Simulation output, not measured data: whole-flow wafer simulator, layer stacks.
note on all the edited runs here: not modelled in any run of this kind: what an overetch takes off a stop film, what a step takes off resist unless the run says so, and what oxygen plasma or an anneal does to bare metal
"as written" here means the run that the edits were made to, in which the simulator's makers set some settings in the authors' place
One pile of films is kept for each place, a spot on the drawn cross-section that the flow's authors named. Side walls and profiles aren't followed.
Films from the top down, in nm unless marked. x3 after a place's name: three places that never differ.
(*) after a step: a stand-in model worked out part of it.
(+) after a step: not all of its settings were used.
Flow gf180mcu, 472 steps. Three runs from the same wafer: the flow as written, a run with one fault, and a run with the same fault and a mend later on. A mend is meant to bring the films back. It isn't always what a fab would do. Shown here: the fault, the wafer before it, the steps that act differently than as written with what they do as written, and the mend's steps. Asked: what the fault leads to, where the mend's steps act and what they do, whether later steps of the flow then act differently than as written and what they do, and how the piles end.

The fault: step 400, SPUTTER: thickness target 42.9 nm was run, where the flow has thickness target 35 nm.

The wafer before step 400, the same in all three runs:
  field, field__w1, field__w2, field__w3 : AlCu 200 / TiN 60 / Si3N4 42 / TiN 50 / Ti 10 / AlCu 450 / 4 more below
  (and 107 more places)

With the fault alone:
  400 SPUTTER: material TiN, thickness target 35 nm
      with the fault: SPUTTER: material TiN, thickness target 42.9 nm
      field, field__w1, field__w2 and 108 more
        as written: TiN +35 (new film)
        with the fault: TiN +42.9 (new film)
  Later steps of the flow that act differently than as written (8 more steps differ only slightly, by at most 2% or 0.5 nm, whichever is larger, and aren't shown):
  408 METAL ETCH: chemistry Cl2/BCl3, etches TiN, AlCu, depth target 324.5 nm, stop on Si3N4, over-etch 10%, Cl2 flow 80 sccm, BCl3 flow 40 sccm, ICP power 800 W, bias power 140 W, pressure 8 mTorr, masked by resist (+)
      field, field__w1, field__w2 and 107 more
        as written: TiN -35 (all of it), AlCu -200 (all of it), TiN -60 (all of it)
        with the fault: TiN -42.9 (all of it), AlCu -200 (all of it), TiN -60 (all of it)
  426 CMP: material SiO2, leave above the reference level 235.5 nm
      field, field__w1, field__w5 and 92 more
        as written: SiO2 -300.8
        with the fault: SiO2 -292.9
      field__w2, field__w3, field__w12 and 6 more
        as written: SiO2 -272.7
        with the fault: SiO2 -264.8
  At the end the piles differ from the flow's by more than 2% or 0.5 nm, whichever is larger, at mim.
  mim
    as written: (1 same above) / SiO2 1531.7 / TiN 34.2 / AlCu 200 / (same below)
    with the fault: (1 same above) / SiO2 1531.7 / TiN 42.1 / AlCu 200 / (same below)

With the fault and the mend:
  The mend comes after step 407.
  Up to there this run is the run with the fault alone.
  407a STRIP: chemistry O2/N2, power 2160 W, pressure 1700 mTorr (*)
      mim
        resist -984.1 (all of it)
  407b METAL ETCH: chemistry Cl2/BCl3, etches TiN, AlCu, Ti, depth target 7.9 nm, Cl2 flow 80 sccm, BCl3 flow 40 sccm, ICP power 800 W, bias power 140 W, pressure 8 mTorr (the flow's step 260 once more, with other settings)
      field, field__w1, field__w2 and 108 more
        TiN -7.9
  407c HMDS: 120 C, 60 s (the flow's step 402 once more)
      changes no film at any place that is followed
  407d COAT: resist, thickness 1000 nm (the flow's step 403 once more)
      field, field__w1, field__w2 and 108 more
        resist +1000 (new film)
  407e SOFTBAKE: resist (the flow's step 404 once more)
      changes no film at any place that is followed
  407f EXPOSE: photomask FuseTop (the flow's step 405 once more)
      changes no film at any place that is followed
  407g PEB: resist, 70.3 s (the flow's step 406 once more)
      field, field__w1, field__w2 and 108 more
        resist -15.9
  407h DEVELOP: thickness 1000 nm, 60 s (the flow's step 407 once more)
      field, field__w1, field__w2 and 107 more
        resist -984.1 (all of it)
  No later step of the flow acts differently than as written at any place that is followed.
  At the end the piles are the same as the flow's at every place that both follow.
